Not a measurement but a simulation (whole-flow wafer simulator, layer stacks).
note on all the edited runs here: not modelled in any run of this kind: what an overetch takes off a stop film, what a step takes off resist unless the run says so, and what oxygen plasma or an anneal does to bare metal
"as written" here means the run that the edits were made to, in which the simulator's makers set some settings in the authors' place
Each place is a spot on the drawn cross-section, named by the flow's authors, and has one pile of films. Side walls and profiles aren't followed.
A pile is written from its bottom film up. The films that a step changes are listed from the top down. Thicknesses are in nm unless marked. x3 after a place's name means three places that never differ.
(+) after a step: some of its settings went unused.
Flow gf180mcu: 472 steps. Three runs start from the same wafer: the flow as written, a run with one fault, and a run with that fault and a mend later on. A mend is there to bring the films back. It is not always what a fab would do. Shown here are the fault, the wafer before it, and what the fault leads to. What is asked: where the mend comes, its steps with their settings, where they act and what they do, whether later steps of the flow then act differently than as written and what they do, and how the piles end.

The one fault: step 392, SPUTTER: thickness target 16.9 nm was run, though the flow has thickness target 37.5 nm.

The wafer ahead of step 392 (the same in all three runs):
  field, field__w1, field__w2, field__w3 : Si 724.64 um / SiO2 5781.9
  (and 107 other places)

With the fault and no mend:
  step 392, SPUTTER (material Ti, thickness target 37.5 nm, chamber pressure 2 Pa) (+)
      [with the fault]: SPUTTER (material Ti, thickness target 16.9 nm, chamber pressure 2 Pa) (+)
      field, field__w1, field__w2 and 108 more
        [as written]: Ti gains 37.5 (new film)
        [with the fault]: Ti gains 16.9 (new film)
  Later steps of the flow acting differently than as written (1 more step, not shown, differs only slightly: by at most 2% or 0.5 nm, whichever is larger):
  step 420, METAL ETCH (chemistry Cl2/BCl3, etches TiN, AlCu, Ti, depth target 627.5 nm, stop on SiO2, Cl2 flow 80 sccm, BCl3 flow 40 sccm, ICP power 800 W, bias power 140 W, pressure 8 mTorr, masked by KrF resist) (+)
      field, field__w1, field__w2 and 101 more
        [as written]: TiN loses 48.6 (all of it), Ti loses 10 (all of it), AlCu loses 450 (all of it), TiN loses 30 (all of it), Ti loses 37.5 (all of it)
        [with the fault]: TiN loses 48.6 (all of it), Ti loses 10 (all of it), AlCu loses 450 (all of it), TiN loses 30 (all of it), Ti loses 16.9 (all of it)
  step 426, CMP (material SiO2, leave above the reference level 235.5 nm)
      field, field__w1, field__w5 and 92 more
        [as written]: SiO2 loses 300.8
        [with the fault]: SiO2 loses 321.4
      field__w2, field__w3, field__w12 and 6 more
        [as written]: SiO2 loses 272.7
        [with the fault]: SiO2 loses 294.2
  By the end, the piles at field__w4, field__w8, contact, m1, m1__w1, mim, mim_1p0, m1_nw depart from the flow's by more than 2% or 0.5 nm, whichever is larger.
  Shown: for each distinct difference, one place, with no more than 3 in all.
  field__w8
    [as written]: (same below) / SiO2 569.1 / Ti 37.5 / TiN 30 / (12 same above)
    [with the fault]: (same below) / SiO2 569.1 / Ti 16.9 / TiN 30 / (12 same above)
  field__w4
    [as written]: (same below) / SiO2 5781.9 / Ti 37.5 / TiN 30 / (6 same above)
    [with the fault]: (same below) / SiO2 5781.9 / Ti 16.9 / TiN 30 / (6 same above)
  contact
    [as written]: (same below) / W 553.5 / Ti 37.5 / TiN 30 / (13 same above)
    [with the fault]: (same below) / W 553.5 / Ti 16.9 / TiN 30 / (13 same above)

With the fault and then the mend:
  The mend stands after step 392.
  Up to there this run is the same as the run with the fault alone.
  step 392a, SPUTTER (material Ti, thickness target 20.6 nm, chamber pressure 2 Pa) (+) (the flow's step 392 again, with other settings)
      field, field__w1, field__w2 and 108 more
        Ti gains 20.6
  Every later step of the flow that is run acts as written at every place that is followed.
  The piles end the same as the flow's at every place that both follow.
